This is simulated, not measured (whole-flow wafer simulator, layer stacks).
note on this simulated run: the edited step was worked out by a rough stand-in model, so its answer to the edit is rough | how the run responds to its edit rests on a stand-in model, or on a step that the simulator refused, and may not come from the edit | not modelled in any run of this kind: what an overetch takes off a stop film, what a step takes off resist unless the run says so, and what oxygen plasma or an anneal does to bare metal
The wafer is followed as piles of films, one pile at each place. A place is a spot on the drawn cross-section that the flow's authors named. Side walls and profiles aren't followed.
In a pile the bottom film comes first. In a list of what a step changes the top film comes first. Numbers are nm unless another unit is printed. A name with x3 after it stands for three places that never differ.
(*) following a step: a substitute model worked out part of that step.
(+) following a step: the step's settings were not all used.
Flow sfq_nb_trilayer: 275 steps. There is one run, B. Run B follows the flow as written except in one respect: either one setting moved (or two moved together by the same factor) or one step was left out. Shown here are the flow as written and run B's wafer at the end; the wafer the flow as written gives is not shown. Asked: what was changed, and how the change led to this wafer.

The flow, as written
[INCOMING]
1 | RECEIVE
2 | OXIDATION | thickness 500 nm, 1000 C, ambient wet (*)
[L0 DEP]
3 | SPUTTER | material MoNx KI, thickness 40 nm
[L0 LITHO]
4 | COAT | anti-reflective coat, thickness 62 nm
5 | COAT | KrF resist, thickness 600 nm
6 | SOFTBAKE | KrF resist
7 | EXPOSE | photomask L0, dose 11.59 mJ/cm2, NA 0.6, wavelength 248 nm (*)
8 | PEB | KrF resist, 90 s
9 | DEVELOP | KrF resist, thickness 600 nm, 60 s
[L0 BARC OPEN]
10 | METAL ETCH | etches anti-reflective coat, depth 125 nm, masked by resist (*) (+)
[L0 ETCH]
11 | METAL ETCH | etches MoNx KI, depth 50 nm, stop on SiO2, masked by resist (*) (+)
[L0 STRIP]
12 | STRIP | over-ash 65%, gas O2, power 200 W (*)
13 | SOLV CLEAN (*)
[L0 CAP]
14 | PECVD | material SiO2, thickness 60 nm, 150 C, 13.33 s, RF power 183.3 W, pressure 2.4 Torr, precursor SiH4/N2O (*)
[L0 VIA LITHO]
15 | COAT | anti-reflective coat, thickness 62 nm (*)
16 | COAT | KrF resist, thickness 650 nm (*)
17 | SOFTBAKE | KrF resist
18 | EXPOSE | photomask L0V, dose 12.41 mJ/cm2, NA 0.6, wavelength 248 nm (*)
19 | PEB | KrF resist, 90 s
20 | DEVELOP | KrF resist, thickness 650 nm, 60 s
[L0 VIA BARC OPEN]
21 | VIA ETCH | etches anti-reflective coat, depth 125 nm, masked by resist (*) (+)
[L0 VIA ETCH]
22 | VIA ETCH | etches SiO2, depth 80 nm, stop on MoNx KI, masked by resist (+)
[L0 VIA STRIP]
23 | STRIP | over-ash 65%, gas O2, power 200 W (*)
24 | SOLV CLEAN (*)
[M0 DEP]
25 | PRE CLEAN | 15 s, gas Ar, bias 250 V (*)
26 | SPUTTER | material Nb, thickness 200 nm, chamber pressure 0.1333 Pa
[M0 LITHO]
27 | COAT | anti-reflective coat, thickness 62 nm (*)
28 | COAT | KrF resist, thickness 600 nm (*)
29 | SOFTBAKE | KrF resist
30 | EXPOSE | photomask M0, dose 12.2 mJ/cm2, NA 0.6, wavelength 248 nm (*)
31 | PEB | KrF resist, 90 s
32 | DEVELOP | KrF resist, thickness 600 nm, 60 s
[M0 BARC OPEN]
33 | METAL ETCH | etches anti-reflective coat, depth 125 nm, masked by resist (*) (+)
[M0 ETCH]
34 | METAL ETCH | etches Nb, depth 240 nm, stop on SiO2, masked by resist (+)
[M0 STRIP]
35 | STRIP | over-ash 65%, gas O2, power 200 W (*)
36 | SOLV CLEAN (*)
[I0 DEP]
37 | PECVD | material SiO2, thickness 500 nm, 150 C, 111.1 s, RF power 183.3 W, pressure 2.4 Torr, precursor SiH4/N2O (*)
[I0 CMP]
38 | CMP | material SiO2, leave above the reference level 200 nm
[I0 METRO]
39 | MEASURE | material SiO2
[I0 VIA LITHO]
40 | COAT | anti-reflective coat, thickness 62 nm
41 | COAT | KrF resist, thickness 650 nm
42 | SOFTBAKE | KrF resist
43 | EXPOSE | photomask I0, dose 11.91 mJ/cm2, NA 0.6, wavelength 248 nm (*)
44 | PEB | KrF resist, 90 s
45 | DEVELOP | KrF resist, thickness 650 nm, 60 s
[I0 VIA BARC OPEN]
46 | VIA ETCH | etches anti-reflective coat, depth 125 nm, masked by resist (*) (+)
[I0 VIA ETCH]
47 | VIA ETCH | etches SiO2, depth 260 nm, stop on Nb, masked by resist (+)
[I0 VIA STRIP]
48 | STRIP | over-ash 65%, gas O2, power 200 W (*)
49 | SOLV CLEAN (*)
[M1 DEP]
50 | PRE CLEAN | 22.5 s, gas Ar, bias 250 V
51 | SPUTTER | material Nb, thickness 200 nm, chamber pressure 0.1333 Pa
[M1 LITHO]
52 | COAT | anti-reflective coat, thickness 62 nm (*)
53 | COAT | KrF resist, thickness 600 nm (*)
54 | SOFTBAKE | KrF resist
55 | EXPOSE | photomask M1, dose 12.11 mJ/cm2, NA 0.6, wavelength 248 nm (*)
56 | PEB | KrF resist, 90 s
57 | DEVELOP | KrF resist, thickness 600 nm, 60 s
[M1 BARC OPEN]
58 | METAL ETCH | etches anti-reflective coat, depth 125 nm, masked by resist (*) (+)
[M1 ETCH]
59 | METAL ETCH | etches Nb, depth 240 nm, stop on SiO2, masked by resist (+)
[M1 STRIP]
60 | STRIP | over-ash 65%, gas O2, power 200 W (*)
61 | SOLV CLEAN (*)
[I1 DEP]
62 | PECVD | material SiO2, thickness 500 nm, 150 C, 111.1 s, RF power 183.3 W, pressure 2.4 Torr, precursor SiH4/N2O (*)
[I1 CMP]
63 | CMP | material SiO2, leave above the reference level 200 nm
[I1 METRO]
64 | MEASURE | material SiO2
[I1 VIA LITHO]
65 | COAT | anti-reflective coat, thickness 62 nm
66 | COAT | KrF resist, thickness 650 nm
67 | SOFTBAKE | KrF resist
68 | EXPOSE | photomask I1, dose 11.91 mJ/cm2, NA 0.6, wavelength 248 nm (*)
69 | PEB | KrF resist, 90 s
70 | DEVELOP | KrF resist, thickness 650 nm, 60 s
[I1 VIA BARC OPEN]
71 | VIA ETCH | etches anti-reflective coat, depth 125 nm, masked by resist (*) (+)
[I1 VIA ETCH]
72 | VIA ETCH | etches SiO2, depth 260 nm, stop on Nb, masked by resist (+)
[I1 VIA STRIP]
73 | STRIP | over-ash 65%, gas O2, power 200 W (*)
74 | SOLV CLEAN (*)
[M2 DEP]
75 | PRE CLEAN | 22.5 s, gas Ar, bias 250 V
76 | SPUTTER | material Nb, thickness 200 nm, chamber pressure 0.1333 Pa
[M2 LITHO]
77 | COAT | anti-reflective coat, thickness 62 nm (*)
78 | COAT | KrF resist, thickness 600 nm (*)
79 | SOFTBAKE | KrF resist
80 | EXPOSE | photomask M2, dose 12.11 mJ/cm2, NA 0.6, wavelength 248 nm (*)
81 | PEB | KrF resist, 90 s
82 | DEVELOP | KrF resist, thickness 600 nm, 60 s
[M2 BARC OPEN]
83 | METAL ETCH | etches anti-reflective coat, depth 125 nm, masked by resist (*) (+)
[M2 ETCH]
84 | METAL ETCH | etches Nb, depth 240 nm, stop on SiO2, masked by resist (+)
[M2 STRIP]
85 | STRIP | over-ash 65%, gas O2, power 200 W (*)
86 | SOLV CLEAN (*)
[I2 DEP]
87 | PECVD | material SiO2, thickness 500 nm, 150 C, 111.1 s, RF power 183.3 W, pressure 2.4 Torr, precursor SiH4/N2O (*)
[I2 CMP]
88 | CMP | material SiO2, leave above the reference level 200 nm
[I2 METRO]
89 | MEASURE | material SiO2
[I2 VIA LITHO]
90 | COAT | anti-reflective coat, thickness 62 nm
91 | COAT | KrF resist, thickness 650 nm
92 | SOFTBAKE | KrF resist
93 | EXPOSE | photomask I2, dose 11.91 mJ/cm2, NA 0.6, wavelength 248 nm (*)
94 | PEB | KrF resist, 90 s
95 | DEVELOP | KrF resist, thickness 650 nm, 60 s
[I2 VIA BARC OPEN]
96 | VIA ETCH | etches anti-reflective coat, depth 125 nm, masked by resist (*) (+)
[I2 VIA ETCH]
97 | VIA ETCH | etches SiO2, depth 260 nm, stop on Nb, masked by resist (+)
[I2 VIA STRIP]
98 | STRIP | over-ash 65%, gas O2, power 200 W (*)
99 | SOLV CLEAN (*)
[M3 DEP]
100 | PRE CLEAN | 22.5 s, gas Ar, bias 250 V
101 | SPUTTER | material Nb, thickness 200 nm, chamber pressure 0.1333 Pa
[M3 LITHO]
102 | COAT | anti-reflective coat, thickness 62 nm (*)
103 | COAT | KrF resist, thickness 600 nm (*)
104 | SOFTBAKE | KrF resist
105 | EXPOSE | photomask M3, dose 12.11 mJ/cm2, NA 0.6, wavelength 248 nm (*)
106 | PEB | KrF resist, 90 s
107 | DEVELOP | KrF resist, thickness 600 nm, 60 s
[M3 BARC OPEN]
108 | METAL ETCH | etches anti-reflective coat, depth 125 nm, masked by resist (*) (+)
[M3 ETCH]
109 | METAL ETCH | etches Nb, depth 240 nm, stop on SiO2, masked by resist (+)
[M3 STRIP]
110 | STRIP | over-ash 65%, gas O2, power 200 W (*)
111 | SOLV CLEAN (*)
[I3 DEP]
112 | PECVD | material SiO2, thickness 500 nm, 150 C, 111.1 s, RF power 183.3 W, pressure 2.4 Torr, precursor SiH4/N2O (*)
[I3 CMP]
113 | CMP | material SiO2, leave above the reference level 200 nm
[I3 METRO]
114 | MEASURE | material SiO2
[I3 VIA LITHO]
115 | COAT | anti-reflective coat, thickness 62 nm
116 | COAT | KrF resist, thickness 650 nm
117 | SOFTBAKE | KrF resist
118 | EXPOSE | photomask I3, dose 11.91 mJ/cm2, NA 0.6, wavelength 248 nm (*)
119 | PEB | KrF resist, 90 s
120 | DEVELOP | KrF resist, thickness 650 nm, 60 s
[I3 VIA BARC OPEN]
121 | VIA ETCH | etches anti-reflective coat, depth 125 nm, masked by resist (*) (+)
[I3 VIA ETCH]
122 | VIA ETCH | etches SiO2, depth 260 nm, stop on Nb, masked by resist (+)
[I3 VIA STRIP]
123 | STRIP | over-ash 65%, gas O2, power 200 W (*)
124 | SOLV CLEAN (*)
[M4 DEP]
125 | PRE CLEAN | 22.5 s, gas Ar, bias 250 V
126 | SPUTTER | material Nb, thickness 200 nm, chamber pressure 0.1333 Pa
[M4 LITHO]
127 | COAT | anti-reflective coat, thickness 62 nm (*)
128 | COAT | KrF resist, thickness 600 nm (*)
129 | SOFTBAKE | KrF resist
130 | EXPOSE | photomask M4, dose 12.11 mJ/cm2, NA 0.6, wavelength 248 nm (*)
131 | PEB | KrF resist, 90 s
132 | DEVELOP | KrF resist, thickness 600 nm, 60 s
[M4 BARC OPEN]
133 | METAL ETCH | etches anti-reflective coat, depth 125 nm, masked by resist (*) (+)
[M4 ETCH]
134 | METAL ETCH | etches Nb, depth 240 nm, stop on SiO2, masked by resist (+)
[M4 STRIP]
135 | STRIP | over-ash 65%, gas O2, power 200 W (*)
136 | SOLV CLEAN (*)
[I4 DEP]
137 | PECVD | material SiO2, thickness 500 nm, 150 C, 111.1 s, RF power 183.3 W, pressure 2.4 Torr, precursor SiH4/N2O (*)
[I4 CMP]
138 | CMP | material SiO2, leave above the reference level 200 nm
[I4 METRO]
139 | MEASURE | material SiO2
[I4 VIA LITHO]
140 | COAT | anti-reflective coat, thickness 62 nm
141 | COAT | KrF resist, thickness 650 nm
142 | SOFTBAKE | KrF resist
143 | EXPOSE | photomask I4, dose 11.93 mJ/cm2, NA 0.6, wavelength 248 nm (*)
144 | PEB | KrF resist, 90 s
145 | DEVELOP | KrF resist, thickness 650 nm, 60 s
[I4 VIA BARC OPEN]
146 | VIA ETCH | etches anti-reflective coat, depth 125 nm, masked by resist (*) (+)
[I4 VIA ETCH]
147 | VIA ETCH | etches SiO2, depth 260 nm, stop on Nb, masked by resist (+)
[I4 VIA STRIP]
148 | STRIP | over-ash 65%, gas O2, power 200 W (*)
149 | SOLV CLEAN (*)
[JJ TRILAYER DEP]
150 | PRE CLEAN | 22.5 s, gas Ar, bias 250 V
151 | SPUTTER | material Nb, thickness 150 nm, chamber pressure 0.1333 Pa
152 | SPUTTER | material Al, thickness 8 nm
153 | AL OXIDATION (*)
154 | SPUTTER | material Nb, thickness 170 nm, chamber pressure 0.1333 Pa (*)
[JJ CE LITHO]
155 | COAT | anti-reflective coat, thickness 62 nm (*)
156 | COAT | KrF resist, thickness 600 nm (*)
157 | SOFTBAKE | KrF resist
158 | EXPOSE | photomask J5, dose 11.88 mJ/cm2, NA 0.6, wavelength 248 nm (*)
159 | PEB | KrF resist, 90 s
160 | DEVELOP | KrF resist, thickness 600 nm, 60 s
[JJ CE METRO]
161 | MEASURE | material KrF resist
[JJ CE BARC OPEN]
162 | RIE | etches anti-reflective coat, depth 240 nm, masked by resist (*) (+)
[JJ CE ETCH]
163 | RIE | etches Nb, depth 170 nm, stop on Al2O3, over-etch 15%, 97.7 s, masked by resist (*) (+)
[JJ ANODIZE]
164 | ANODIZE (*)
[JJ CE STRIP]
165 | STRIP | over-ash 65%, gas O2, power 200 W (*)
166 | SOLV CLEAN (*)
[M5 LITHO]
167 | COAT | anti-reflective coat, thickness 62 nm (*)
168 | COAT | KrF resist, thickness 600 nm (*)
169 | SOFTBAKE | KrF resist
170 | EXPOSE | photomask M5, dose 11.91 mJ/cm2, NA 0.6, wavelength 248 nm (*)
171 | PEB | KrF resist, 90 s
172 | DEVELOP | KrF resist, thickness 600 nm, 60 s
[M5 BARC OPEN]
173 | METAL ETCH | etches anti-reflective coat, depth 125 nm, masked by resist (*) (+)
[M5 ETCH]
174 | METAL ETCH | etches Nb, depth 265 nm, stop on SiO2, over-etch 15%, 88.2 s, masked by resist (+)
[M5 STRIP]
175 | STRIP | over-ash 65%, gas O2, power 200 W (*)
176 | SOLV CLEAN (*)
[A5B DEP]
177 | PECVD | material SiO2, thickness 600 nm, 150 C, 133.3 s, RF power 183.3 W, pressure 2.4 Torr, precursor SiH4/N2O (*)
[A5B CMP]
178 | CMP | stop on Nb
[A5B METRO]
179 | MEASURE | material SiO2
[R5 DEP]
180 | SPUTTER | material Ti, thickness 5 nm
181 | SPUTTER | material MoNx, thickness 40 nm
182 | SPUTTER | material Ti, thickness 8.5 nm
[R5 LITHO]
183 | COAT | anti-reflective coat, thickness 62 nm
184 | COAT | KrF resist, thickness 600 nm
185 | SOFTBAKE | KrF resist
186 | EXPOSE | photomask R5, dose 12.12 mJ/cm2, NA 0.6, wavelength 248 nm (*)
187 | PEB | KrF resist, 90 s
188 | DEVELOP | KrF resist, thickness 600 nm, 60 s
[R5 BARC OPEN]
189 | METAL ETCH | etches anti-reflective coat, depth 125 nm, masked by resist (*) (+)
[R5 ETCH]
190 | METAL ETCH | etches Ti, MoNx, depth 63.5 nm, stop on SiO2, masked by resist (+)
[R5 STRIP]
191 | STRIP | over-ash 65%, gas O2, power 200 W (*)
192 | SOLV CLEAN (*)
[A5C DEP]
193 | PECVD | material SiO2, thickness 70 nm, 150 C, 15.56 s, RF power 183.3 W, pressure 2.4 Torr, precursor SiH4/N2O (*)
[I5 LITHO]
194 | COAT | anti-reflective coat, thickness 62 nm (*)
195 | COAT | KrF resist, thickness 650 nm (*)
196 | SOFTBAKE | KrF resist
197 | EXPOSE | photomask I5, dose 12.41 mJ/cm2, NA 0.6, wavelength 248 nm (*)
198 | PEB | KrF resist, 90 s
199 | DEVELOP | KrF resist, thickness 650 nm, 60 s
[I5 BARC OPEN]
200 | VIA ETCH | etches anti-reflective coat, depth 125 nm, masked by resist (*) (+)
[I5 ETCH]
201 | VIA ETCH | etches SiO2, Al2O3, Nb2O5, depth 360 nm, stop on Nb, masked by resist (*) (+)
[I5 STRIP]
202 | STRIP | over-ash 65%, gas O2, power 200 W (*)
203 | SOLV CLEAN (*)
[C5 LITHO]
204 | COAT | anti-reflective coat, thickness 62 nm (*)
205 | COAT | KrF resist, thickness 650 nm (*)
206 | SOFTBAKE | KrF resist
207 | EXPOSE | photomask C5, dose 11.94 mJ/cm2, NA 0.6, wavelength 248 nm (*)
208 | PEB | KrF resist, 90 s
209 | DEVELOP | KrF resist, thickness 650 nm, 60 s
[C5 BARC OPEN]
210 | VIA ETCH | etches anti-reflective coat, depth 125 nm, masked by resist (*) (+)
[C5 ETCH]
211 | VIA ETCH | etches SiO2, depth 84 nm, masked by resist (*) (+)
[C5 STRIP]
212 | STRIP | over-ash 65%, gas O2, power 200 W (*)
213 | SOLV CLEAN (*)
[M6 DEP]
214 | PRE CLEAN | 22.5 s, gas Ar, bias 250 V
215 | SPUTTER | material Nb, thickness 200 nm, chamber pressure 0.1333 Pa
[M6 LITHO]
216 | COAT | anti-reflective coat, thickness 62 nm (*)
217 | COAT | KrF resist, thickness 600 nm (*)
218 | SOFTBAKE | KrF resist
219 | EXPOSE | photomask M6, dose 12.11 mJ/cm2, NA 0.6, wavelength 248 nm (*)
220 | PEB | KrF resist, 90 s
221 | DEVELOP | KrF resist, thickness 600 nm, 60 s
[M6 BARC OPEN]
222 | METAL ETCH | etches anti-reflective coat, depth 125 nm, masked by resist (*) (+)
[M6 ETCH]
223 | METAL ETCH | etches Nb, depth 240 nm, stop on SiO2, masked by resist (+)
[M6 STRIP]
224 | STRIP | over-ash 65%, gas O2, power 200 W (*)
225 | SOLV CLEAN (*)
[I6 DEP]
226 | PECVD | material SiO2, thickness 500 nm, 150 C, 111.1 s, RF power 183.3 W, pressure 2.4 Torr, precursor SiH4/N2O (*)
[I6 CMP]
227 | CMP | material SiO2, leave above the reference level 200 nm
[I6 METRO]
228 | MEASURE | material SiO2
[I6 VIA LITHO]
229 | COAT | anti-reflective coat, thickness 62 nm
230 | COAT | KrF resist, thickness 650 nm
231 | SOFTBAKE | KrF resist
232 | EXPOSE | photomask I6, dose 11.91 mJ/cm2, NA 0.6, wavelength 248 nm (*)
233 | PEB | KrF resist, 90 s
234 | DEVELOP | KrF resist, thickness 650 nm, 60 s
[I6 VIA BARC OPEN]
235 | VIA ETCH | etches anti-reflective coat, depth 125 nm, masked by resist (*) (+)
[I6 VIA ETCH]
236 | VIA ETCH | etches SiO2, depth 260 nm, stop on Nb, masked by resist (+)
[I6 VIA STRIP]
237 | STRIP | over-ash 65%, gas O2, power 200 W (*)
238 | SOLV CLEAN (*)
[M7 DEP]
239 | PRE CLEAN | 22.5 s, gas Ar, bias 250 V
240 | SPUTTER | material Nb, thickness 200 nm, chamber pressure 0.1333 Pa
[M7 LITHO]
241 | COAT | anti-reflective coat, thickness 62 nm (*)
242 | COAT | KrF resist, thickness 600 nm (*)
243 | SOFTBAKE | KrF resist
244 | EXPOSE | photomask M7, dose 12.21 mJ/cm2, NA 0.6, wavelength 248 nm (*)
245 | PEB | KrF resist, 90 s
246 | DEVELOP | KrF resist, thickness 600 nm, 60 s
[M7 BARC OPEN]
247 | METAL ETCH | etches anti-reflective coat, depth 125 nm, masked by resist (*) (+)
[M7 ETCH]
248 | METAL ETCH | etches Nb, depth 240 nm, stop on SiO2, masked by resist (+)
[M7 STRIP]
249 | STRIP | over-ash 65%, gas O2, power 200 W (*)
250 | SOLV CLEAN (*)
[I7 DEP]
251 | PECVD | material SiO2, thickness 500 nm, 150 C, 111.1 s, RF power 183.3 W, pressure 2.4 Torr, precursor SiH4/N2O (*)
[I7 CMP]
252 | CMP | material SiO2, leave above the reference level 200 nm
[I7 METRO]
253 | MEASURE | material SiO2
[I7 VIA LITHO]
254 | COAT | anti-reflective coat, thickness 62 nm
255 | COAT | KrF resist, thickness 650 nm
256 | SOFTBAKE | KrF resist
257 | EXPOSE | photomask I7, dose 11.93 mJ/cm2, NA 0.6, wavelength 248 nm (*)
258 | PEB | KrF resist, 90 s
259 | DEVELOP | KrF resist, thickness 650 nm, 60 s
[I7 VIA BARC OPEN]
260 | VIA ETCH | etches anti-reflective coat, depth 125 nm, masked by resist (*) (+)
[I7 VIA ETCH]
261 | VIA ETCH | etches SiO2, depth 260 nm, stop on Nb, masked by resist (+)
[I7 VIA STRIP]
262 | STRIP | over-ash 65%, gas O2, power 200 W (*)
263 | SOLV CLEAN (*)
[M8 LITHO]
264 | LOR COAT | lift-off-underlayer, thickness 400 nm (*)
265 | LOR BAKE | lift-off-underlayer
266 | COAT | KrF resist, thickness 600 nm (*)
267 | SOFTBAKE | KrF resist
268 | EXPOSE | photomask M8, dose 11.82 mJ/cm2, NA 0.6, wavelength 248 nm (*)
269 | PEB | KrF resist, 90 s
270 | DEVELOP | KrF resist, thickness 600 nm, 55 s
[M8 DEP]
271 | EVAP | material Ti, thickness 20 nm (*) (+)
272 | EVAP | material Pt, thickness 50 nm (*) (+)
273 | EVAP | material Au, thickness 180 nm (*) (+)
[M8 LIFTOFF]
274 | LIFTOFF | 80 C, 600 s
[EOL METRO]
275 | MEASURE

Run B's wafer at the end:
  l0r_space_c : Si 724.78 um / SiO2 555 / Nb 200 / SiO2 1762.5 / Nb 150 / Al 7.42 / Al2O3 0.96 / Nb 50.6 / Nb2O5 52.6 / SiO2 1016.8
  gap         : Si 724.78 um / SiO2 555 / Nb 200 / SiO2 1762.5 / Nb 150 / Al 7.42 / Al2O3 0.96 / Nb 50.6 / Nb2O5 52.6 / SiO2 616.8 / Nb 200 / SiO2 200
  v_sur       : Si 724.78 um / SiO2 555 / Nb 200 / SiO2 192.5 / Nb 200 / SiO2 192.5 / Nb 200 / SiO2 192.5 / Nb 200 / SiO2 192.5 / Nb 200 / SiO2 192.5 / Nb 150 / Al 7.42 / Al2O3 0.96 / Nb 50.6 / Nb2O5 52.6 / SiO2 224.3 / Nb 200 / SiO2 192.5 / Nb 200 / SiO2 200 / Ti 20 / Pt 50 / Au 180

What caused this: step 154, SPUTTER: thickness 265 nm was run, while the flow as written has thickness 170 nm.

The path from the change to this, step by step:
  154 | SPUTTER | material Nb, thickness 170 nm, chamber pressure 0.1333 Pa (*)
      field_l, v_sur, via_sp and 100 more: +265 Nb (new film) (in the flow as written it would be: +170 Nb (new film))
      via_wl, via_wr: +220.2 Nb (new film) (in the flow as written it would be: +140.7 Nb (new film))
      (as well as at 1 more place)
  155 | COAT | anti-reflective coat, thickness 62 nm (*)
      via_wl, via_wr: +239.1 anti-reflective coat (new film) (in the flow as written it would be: +209.4 anti-reflective coat (new film))
      via_w: +107.4 anti-reflective coat (new film) (in the flow as written it would be: +97.4 anti-reflective coat (new film))
  156 | COAT | KrF resist, thickness 600 nm (*)
      via_wl: +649 KrF resist (new film) (in the flow as written it would be: +663 KrF resist (new film))
      via_wr: +649.1 KrF resist (new film) (in the flow as written it would be: +663.2 KrF resist (new film))
  160 | DEVELOP | KrF resist, thickness 600 nm, 60 s
      via_wl: -647.6 KrF resist (all of it) (in the flow as written it would be: -661.6 KrF resist (all of it))
      via_wr: -647.8 KrF resist (all of it) (in the flow as written it would be: -661.8 KrF resist (all of it))
  162 | RIE | etches anti-reflective coat, depth 240 nm, masked by resist (*) (+)
      ce_l, c5j, ce_r, wl_jj: -239.1 KrF resist (in the flow as written it would be: -209.4 KrF resist)
      via_wl, via_wr: -239.1 anti-reflective coat (all of it) (in the flow as written it would be: -209.4 anti-reflective coat (all of it))
      (as well as at 1 more place)
  163 | RIE | etches Nb, depth 170 nm, stop on Al2O3, over-etch 15%, 97.7 s, masked by resist (*) (+)
      field_l, v_sur, via_sp and 96 more: -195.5 Nb (in the flow as written it would be: -170 Nb (all of it), -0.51 Al2O3)
      via_wl, via_wr: -195.5 Nb (in the flow as written it would be: -140.7 Nb (all of it), -0.96 Al2O3 (all of it))
      (as well as at 1 more place)
  164 | ANODIZE (*)
      field_l, v_sur, via_sp and 96 more: +52.6 Nb2O5 (new film), -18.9 Nb (in the flow as written it would be: +12.2 Al2O3, +29.9 Nb2O5 (new film), -7.42 Al (all of it), -10.8 Nb)
      via_wl, via_wr: +52.6 Nb2O5 (new film), -18.9 Nb (in the flow as written it would be: +7.52 Al2O3 (new film), +39.2 Nb2O5 (new film), -4.56 Al (all of it), -14.1 Nb)
      (as well as at 1 more place)
  165 | STRIP | over-ash 65%, gas O2, power 200 W (*)
      ce_l: -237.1 KrF resist (all of it), -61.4 anti-reflective coat (all of it) (in the flow as written it would be: -266.8 KrF resist (all of it), -61.4 anti-reflective coat (all of it))
      c5j: -237.1 KrF resist (all of it), -61.5 anti-reflective coat (all of it) (in the flow as written it would be: -266.9 KrF resist (all of it), -61.5 anti-reflective coat (all of it))
      (as well as at 2 more places)
  167 | COAT | anti-reflective coat, thickness 62 nm (*)
      wl_j_sl, wl_j_sr: +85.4 anti-reflective coat (new film) (in the flow as written it would be: +83.3 anti-reflective coat (new film))
      via_wl: +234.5 anti-reflective coat (new film) (in the flow as written it would be: +170.5 anti-reflective coat (new film))
      (as well as at 8 more places)
  168 | COAT | KrF resist, thickness 600 nm (*)
      via_wl: +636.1 KrF resist (new film) (in the flow as written it would be: +656 KrF resist (new film))
      via_w: +754.8 KrF resist (new film) (in the flow as written it would be: +732.6 KrF resist (new film))
      (as well as at 1 more place)
  174 | METAL ETCH | etches Nb, depth 265 nm, stop on SiO2, over-etch 15%, 88.2 s, masked by resist (+)
      field_l, r_sur, res and 50 more: -52.6 Nb2O5 (all of it), -50.6 Nb (all of it), -0.96 Al2O3 (all of it), -7.42 Al (all of it), -150 Nb (all of it) (in the flow as written it would be: -12.6 Al2O3 (all of it), -29.9 Nb2O5 (all of it), -139.2 Nb (all of it), -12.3 SiO2)
  175 | STRIP | over-ash 65%, gas O2, power 200 W (*)
      via_wl: -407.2 KrF resist (all of it), -234.5 anti-reflective coat (all of it) (in the flow as written it would be: -427 KrF resist (all of it), -170.5 anti-reflective coat (all of it))
      via_w: -525.6 KrF resist (all of it), -101.4 anti-reflective coat (all of it) (in the flow as written it would be: -503.5 KrF resist (all of it), -84.1 anti-reflective coat (all of it))
      (as well as at 9 more places)
  177 | PECVD | material SiO2, thickness 600 nm, 150 C, 133.3 s, RF power 183.3 W, pressure 2.4 Torr, precursor SiH4/N2O (*)
      via_wl, via_wr: +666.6 SiO2 (new film) (in the flow as written it would be: +600 SiO2 (new film))
      via_w: +664.1 SiO2 (new film) (in the flow as written it would be: +600 SiO2 (new film))
  178 | CMP | stop on Nb
      v_sur, via_sp, via_v and 43 more: -438.2 SiO2 (in the flow as written it would be: -453.5 SiO2)
      field_l, p4_fl, p4_fm and 39 more: -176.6 SiO2 (in the flow as written it would be: -259.3 SiO2)
      (as well as at 11 more places)
  201 | VIA ETCH | etches SiO2, Al2O3, Nb2O5, depth 360 nm, stop on Nb, masked by resist (*) (+)
      be: -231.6 SiO2 (all of it), -52.6 Nb2O5 (all of it) (in the flow as written it would be: -216.4 SiO2 (all of it), -12.7 Al2O3 (all of it), -29.9 Nb2O5 (all of it))
  204 | COAT | anti-reflective coat, thickness 62 nm (*)
      be: +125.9 anti-reflective coat (new film) (in the flow as written it would be: +122.2 anti-reflective coat (new film))
  ... 6 other steps ...
  226 | PECVD | material SiO2, thickness 500 nm, 150 C, 111.1 s, RF power 183.3 W, pressure 2.4 Torr, precursor SiH4/N2O (*)
      be: +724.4 SiO2 (new film) (in the flow as written it would be: +693.5 SiO2 (new film))
If metal films that touch count as one body, l0r_space_c has 3 bodies (between them, from the top down: Al2O3 0.96; SiO2 1762.5); the flow as written gives 2 bodies (between them, from the top down: SiO2 1762.5).
If metal films that touch count as one body, gap has 4 bodies (between them, from the top down: SiO2 616.8 / Nb2O5 52.6; Al2O3 0.96; SiO2 1762.5); the flow as written gives 3 bodies (between them, from the top down: SiO2 601.5 / Al2O3 12.7 / Nb2O5 29.9; SiO2 1762.5).
If metal films that touch count as one body, v_sur has 10 bodies (between them, from the top down: SiO2 200; SiO2 192.5; SiO2 224.3 / Nb2O5 52.6; Al2O3 0.96; SiO2 192.5; SiO2 192.5; SiO2 192.5; SiO2 192.5; SiO2 192.5); the flow as written gives 9 bodies (between them, from the top down: SiO2 200; SiO2 192.5; SiO2 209 / Al2O3 12.7 / Nb2O5 29.9; SiO2 192.5; SiO2 192.5; SiO2 192.5; SiO2 192.5; SiO2 192.5).
